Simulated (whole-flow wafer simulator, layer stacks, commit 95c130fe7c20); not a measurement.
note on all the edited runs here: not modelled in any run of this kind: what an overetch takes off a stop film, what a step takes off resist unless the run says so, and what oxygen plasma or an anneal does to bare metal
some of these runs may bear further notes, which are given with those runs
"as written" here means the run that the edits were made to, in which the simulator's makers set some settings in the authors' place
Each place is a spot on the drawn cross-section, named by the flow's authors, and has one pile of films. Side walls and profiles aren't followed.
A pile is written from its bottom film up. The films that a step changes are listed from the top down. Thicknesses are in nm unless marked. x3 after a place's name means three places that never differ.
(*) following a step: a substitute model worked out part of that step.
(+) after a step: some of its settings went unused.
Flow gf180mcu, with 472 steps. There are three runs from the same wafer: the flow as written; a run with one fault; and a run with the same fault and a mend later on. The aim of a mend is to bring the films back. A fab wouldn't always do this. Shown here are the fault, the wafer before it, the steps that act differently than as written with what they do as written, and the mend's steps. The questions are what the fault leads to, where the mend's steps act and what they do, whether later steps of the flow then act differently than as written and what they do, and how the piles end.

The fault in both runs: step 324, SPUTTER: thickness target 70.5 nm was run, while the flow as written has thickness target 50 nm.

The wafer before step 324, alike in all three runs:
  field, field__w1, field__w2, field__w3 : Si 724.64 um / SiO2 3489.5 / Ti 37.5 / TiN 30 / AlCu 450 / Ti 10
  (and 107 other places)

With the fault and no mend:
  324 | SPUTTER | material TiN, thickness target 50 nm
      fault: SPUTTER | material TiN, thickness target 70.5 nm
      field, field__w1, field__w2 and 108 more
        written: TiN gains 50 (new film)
        fault: TiN gains 70.5 (new film)
  Steps later in the flow that act otherwise than as written (not shown: 3 more steps that differ only slightly, by at most 2% or 0.5 nm, whichever is larger):
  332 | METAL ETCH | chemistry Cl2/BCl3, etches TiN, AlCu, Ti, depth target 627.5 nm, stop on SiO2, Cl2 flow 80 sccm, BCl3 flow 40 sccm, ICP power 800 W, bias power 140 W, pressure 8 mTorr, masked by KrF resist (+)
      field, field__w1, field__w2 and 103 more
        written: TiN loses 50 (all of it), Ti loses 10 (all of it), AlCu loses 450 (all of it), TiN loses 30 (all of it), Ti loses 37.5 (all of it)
        fault: TiN loses 70.5 (all of it), Ti loses 10 (all of it), AlCu loses 450 (all of it), TiN loses 30 (all of it), Ti loses 37.5 (all of it)
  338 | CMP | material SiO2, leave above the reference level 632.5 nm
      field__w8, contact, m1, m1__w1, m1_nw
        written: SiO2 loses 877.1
        fault: SiO2 loses 897.6
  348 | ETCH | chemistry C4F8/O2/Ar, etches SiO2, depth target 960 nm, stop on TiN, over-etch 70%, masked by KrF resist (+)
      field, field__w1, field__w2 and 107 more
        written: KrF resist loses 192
        fault: KrF resist loses 187.7
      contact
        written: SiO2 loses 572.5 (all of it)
        fault: SiO2 loses 552 (all of it)
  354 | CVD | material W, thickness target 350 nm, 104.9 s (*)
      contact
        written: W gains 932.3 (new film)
        fault: W gains 911.6 (new film)
  At field__w8, contact, m1, m1__w1, m1_nw, the piles at the end differ from the flow's by more than 2% or 0.5 nm, whichever is larger.
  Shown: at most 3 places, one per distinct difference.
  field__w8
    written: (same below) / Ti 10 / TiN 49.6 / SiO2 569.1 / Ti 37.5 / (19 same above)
    fault: (same below) / Ti 10 / TiN 70.1 / SiO2 548.6 / Ti 37.5 / (19 same above)
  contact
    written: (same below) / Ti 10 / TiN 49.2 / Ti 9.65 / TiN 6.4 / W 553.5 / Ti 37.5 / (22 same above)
    fault: (same below) / Ti 10 / TiN 69.7 / Ti 9.77 / TiN 6.48 / W 532.8 / Ti 37.5 / (22 same above)

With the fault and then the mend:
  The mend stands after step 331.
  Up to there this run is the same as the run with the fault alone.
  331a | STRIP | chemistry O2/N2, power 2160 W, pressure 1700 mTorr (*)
      field__w8, contact, m1, m1__w1, m1_nw
        KrF resist loses 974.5 (all of it)
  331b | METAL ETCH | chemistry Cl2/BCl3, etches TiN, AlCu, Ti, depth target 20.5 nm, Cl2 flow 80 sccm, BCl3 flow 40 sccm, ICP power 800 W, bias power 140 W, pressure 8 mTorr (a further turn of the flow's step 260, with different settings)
      field, field__w1, field__w2 and 108 more
        TiN loses 20.5
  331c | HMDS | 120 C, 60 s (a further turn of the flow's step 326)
      alters no film at any place that is followed
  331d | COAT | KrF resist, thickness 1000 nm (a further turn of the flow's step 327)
      field, field__w1, field__w2 and 108 more
        KrF resist gains 1000 (new film)
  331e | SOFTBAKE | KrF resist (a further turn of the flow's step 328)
      alters no film at any place that is followed
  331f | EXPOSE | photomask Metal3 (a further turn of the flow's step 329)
      alters no film at any place that is followed
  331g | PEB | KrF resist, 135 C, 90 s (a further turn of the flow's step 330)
      field, field__w1, field__w2 and 108 more
        KrF resist loses 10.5
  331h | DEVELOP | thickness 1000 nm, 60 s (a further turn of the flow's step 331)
      field, field__w1, field__w2 and 103 more
        KrF resist loses 989.5 (all of it)
      field__w8, contact, m1, m1__w1, m1_nw
        KrF resist loses 14.9
  None of the later steps of the flow acts differently than as written at any place that is followed.
  At every place that both follow, the piles at the end match the flow's.
